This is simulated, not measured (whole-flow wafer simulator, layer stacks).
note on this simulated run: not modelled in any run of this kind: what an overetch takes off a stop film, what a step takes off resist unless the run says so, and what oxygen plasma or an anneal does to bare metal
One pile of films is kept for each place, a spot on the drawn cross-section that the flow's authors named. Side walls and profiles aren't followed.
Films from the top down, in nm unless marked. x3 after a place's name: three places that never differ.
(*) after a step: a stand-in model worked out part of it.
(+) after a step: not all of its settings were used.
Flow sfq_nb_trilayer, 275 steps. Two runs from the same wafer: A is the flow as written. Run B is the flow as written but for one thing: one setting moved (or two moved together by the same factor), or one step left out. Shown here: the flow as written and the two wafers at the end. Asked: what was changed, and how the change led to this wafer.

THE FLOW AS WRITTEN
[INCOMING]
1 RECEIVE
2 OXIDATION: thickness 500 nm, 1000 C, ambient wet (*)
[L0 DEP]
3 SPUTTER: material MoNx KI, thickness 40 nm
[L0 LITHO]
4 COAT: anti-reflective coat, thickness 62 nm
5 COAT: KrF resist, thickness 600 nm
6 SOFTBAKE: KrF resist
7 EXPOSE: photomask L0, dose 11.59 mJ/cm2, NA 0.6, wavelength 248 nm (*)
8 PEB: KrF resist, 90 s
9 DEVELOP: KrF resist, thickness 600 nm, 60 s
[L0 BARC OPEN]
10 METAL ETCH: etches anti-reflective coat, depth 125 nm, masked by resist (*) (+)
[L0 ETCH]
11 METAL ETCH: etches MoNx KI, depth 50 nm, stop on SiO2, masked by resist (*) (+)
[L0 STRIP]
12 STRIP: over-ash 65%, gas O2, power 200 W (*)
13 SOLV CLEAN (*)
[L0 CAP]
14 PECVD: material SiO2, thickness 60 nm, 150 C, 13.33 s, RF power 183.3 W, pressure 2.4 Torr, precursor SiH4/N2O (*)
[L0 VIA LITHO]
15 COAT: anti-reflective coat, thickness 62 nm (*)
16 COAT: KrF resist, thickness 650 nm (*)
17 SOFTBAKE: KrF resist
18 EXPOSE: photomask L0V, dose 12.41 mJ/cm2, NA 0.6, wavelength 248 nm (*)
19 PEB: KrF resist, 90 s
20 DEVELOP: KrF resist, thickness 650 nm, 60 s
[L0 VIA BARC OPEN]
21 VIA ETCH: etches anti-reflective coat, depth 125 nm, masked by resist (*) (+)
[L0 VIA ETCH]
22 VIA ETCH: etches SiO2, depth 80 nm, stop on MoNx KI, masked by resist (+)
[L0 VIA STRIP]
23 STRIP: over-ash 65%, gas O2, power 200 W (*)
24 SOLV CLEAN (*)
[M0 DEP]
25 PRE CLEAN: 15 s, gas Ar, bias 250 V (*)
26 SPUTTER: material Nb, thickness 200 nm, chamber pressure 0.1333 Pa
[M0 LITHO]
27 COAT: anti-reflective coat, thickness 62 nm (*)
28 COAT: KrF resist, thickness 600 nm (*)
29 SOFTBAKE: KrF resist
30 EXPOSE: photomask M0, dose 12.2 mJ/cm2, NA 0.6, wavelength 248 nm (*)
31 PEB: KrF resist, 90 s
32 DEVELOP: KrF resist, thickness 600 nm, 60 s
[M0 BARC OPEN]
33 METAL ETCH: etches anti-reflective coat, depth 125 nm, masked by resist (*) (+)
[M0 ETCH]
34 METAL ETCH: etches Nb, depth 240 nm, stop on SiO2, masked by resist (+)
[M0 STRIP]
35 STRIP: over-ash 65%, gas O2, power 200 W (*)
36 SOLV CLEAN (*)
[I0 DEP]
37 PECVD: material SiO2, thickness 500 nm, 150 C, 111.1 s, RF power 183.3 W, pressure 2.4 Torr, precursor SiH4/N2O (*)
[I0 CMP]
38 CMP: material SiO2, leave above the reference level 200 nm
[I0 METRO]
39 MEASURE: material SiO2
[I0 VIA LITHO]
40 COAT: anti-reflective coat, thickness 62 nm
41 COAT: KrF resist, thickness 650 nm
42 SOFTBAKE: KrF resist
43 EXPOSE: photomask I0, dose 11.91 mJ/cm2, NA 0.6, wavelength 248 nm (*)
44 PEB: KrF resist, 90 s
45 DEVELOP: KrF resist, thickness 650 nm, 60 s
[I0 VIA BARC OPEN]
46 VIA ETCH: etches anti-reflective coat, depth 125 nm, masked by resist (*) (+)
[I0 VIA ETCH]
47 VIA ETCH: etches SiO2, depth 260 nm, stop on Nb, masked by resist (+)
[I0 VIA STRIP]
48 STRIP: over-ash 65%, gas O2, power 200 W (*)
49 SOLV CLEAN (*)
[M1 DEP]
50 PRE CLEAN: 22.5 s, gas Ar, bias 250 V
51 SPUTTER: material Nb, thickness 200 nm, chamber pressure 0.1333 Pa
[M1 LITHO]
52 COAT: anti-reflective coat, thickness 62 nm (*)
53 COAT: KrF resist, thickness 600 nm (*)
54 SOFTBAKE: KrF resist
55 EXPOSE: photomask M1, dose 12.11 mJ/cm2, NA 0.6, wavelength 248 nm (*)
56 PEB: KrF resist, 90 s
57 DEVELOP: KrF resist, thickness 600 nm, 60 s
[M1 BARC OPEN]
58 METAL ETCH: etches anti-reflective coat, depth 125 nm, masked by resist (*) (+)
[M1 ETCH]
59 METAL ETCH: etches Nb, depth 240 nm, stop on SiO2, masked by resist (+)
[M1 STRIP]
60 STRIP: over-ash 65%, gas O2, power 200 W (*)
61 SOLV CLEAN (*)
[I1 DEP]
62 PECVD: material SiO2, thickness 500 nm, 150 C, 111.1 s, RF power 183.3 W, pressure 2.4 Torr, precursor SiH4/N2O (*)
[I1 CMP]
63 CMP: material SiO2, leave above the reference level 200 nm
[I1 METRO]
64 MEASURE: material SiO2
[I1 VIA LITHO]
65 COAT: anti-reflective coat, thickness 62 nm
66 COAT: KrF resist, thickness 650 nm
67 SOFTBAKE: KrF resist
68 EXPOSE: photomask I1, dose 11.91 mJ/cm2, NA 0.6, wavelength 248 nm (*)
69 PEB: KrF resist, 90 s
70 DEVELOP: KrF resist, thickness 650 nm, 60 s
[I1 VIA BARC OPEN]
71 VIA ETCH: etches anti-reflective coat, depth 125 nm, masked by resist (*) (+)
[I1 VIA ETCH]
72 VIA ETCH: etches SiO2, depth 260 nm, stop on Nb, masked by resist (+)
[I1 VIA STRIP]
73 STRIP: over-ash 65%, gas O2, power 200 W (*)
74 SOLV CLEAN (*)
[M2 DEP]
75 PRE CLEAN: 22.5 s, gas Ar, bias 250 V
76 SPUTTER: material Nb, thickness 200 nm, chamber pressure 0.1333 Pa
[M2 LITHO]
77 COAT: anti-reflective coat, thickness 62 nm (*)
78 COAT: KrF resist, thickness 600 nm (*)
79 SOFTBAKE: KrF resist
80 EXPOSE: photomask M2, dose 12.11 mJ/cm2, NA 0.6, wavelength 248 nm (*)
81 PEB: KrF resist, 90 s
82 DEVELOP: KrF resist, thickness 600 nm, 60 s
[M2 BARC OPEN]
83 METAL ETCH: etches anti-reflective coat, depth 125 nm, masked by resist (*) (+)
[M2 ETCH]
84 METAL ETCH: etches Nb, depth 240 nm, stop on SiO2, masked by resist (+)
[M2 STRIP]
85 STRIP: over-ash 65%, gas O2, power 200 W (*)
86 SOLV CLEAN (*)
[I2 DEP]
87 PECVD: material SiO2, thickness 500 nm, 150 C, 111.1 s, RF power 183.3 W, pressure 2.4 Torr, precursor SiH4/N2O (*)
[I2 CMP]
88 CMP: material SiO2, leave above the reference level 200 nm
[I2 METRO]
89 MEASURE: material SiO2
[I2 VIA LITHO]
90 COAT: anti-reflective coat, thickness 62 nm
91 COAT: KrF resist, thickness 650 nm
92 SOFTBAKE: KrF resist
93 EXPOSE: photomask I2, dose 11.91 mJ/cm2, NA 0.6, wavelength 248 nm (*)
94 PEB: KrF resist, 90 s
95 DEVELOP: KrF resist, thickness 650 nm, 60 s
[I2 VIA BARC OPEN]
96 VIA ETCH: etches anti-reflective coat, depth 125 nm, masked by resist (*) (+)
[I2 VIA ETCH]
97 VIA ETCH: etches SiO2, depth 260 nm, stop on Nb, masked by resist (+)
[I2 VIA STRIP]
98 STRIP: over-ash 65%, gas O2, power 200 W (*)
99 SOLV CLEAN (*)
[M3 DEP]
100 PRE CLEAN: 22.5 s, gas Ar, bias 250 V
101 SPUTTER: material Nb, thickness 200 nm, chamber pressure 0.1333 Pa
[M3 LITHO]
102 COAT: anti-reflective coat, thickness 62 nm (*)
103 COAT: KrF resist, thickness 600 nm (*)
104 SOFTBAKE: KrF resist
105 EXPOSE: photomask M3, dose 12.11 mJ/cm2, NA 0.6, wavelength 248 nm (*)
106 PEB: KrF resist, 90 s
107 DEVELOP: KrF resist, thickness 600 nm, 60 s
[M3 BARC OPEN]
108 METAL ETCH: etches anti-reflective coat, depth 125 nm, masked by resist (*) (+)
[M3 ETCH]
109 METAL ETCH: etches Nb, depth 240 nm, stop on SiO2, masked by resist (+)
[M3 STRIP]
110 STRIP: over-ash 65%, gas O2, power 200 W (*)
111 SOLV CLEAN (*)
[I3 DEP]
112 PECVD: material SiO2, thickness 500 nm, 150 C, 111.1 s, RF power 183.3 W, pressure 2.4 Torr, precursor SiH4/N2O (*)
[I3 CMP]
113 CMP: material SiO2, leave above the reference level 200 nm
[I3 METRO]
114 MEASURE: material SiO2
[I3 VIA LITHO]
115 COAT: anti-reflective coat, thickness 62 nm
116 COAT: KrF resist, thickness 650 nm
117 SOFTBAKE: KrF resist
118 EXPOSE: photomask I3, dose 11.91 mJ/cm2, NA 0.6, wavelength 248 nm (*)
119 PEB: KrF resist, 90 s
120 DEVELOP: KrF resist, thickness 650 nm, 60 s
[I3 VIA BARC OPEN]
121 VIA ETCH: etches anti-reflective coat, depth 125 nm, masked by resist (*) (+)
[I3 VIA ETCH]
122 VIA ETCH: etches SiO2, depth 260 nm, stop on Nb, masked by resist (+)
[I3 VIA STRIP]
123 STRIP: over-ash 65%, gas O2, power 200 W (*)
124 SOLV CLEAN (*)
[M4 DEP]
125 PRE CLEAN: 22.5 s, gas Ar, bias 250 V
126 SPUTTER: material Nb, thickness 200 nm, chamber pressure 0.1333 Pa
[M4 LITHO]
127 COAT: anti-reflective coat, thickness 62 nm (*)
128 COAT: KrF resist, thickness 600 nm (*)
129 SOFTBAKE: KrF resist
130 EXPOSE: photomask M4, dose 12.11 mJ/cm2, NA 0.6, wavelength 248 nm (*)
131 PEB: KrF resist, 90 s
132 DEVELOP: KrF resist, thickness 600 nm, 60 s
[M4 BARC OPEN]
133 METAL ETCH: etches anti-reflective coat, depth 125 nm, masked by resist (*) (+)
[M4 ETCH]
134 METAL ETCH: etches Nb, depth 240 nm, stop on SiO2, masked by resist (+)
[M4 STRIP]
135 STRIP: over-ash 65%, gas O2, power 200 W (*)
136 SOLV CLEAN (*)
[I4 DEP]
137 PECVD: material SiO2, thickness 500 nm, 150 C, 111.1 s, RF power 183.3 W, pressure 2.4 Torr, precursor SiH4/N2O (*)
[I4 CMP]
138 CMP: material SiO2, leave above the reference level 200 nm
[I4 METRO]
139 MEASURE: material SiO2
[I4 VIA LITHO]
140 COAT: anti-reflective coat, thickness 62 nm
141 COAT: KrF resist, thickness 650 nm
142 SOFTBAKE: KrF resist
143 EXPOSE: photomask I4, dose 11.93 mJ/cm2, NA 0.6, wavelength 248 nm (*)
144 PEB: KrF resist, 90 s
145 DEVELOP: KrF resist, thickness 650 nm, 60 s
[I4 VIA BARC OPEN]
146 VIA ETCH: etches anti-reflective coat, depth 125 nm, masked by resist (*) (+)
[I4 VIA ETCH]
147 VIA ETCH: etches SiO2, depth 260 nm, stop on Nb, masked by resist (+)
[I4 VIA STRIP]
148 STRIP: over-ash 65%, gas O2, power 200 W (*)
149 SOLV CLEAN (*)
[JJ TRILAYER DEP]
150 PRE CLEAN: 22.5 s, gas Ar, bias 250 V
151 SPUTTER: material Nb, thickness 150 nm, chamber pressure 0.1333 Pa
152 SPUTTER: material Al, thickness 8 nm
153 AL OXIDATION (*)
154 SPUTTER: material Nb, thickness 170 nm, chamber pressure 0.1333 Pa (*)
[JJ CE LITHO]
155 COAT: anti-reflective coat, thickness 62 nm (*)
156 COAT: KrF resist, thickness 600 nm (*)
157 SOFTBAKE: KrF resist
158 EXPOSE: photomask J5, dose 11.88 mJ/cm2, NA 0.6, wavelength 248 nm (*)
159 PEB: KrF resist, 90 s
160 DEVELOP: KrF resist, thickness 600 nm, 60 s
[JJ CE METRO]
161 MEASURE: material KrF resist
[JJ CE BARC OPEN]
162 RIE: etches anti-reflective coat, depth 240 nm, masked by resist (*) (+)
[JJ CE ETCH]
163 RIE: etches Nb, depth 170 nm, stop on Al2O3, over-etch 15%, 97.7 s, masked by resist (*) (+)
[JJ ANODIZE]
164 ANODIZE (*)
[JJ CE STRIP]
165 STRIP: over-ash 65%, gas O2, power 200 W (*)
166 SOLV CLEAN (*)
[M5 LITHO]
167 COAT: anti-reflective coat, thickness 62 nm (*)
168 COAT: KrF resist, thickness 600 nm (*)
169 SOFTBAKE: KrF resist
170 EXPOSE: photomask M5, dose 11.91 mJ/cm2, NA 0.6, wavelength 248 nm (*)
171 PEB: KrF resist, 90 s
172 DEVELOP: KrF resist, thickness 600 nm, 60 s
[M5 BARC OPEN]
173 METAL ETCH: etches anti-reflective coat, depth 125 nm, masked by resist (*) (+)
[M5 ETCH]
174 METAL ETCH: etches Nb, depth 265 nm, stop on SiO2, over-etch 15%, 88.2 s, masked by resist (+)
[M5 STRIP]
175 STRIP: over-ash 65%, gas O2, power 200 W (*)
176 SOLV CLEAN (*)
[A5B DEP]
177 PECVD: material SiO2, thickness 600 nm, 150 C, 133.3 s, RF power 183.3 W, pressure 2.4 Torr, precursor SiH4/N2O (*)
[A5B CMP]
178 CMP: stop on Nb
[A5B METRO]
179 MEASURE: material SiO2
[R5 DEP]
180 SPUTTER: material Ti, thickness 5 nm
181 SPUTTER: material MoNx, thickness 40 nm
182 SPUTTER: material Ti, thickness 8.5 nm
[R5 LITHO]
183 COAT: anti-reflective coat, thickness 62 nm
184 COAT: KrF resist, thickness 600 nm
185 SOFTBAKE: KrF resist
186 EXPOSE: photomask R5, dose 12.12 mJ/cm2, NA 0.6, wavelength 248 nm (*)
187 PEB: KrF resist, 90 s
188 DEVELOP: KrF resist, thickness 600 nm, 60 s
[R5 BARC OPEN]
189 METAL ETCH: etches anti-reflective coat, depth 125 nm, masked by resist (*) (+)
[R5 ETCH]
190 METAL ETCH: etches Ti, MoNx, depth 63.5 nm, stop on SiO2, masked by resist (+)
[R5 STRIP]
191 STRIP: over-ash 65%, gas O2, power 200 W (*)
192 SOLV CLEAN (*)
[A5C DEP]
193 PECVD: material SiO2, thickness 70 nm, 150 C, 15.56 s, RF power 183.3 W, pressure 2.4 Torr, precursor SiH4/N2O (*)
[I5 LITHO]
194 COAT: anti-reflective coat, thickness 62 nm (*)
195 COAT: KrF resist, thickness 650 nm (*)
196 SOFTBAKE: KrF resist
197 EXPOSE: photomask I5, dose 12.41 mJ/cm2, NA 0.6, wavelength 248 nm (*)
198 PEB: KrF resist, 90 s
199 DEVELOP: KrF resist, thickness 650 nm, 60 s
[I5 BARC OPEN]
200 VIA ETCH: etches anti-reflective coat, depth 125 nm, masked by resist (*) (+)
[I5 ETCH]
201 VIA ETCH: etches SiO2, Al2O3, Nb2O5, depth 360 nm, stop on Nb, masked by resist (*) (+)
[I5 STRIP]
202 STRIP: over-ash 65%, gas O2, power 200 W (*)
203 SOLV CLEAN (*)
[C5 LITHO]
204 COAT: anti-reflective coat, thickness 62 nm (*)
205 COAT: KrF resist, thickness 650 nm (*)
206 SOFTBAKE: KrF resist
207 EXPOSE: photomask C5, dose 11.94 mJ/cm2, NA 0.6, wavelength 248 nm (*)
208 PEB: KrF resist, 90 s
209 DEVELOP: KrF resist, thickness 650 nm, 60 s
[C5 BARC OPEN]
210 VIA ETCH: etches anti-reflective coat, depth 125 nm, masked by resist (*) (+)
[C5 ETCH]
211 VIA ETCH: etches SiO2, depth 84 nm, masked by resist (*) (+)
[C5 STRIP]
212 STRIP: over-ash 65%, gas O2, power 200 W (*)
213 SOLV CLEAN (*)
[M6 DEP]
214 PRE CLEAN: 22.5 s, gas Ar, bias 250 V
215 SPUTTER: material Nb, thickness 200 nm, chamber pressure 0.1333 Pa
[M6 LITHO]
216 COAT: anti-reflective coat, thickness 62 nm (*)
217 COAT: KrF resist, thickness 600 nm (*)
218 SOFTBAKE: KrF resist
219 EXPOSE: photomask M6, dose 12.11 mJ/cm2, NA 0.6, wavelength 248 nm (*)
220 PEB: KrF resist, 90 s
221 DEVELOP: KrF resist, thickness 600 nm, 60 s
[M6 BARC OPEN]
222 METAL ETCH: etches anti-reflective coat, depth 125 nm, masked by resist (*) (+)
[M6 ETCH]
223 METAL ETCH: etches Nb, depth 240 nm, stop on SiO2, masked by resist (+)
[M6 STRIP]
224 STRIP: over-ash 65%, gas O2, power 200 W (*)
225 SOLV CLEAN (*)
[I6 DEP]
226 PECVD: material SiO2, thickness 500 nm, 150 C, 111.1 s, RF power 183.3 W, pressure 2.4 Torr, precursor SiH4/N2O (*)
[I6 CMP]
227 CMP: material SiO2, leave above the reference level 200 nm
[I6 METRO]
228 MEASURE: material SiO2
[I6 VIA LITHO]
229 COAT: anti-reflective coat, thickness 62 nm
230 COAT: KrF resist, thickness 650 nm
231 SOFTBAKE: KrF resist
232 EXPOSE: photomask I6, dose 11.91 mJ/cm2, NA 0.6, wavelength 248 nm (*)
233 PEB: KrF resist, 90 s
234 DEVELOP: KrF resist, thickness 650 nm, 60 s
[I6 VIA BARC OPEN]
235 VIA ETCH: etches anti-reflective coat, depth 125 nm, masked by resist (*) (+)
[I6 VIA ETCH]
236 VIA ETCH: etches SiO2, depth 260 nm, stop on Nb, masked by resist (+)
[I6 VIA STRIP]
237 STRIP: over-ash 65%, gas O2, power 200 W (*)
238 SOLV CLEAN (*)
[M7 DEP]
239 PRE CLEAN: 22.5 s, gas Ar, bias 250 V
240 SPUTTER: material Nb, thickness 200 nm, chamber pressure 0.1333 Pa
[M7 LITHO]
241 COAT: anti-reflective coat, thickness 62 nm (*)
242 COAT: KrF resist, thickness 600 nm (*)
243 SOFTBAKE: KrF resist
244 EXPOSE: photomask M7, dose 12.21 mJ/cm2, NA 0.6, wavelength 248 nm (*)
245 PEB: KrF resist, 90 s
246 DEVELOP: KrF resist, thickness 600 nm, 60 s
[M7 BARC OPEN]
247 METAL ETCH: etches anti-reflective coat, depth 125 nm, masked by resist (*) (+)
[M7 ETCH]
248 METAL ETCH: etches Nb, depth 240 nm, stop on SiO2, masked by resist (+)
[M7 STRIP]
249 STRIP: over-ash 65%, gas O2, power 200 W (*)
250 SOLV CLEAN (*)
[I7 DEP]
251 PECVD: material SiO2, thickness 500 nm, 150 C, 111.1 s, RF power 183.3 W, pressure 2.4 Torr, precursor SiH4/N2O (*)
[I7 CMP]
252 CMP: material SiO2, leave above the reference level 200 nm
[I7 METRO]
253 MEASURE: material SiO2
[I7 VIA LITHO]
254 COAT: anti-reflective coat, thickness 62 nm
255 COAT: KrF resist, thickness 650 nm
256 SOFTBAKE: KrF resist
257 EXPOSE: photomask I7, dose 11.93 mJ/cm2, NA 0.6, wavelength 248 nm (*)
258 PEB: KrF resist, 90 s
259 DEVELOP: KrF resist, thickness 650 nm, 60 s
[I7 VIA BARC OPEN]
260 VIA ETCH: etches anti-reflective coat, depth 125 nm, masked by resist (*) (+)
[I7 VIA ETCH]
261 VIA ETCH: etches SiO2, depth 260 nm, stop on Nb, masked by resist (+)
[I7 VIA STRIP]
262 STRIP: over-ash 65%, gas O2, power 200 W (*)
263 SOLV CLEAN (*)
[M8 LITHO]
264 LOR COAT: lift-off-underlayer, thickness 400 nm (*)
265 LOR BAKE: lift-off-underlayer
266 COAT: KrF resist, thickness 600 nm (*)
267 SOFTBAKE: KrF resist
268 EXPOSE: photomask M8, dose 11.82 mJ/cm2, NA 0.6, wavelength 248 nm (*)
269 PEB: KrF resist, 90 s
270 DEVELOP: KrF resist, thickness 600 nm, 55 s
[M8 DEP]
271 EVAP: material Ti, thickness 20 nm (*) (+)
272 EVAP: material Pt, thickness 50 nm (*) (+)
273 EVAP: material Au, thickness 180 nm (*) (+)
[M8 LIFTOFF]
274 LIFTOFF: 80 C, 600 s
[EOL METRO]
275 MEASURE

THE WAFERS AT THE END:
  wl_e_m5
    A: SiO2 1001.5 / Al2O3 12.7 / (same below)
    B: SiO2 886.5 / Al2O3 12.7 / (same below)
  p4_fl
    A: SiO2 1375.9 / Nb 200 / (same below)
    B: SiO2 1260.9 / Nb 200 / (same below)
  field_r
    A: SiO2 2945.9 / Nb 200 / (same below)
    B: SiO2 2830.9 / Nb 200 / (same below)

The cause: step 240, SPUTTER: thickness 85 nm was run, where the flow has thickness 200 nm.

How the change led to this, step by step:
  240 SPUTTER: material Nb, thickness 200 nm, chamber pressure 0.1333 Pa
      field_l, v_sur, via_wl and 102 more: A Nb +200 (new film) | B Nb +85 (new film)
      via_v: A Nb +161.1 | B Nb +68.3
  241 COAT: anti-reflective coat, thickness 62 nm (*)
      via_v: A anti-reflective coat +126 (new film) | B anti-reflective coat +119.7 (new film)
  248 METAL ETCH: etches Nb, depth 240 nm, stop on SiO2, masked by resist (+)
      field_l, field_r, lsp_l and 62 more: A Nb -200 (all of it) | B Nb -85 (all of it)
      v_sur, via_wl, via_w and 38 more: A KrF resist -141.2 | B KrF resist -75
  249 STRIP: over-ash 65%, gas O2, power 200 W (*)
      wl_j_sl, wl_jj, wl_j_sr and 14 more: A KrF resist -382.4 (all of it), anti-reflective coat -62 (all of it) | B KrF resist -448.6 (all of it), anti-reflective coat -62 (all of it)
      lsp_m, ln_m6, lsp_r: A KrF resist -381.9 (all of it), anti-reflective coat -61.8 (all of it) | B KrF resist -448.2 (all of it), anti-reflective coat -61.8 (all of it)
      (and at 21 more places)
  251 PECVD: material SiO2, thickness 500 nm, 150 C, 111.1 s, RF power 183.3 W, pressure 2.4 Torr, precursor SiH4/N2O (*)
      field_r, lsp_l: A SiO2 +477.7 | B SiO2 +490.5
      m7r_space_l, m7r_space_r: A SiO2 +557.1 | B SiO2 +500
      (and at 1 more place)
  252 CMP: material SiO2, leave above the reference level 200 nm
      field_l, p4_fl, p4_fm and 56 more: A SiO2 -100 | B SiO2 -215
      field_r, lsp_l: A SiO2 -77.7 | B SiO2 -205.5
      (and at 5 more places)
